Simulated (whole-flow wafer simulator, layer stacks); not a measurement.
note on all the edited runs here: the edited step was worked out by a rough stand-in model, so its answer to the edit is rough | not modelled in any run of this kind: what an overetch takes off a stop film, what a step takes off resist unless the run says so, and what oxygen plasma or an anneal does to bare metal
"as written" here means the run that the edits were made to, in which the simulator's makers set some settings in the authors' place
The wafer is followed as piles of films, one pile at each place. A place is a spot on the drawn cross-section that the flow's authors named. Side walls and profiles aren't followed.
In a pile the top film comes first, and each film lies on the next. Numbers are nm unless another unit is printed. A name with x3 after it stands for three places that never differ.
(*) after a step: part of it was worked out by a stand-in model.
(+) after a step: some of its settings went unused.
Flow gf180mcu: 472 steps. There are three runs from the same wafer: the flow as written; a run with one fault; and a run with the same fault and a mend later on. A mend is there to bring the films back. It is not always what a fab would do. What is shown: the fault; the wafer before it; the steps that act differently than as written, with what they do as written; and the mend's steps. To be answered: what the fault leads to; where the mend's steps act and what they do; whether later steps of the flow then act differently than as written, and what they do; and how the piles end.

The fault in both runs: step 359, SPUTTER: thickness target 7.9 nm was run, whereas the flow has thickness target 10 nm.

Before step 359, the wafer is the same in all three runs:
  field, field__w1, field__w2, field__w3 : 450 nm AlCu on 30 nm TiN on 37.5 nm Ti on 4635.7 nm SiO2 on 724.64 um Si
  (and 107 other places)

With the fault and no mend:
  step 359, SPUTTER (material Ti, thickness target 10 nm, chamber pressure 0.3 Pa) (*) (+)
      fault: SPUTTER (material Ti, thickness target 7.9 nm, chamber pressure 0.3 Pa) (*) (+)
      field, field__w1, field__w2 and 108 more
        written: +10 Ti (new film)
        fault: +7.9 Ti (new film)
  Steps later in the flow that act otherwise than as written (4 more steps, not shown, differ only slightly: by at most 2% or 0.5 nm, whichever is larger):
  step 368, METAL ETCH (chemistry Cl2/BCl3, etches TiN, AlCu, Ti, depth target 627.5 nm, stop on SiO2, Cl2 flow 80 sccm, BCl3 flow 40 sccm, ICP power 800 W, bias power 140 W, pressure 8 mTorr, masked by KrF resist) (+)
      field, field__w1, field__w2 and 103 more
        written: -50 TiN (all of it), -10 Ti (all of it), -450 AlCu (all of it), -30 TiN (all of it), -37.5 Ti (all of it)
        fault: -50 TiN (all of it), -7.9 Ti (all of it), -450 AlCu (all of it), -30 TiN (all of it), -37.5 Ti (all of it)
  By the end, the piles at field__w8, contact, m1, m1__w1, m1_nw depart from the flow's by more than 2% or 0.5 nm, whichever is larger.
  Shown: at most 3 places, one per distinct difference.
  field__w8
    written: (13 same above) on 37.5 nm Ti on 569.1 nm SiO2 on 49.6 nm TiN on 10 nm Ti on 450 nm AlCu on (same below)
    fault: (13 same above) on 37.5 nm Ti on 571.2 nm SiO2 on 49.6 nm TiN on 7.9 nm Ti on 450 nm AlCu on (same below)
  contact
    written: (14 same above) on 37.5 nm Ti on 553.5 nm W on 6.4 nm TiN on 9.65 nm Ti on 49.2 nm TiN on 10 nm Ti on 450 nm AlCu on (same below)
    fault: (14 same above) on 37.5 nm Ti on 555.6 nm W on 6.4 nm TiN on 9.64 nm Ti on 49.2 nm TiN on 7.9 nm Ti on 450 nm AlCu on (same below)

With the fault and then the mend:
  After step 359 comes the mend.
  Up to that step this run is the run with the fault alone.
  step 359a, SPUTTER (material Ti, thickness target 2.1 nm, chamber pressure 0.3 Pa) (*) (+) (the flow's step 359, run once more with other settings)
      field, field__w1, field__w2 and 108 more
        +2.1 Ti
  Every later step of the flow that is run acts as written at every place that is followed.
  By the end, the piles equal the flow's at every place that both follow.
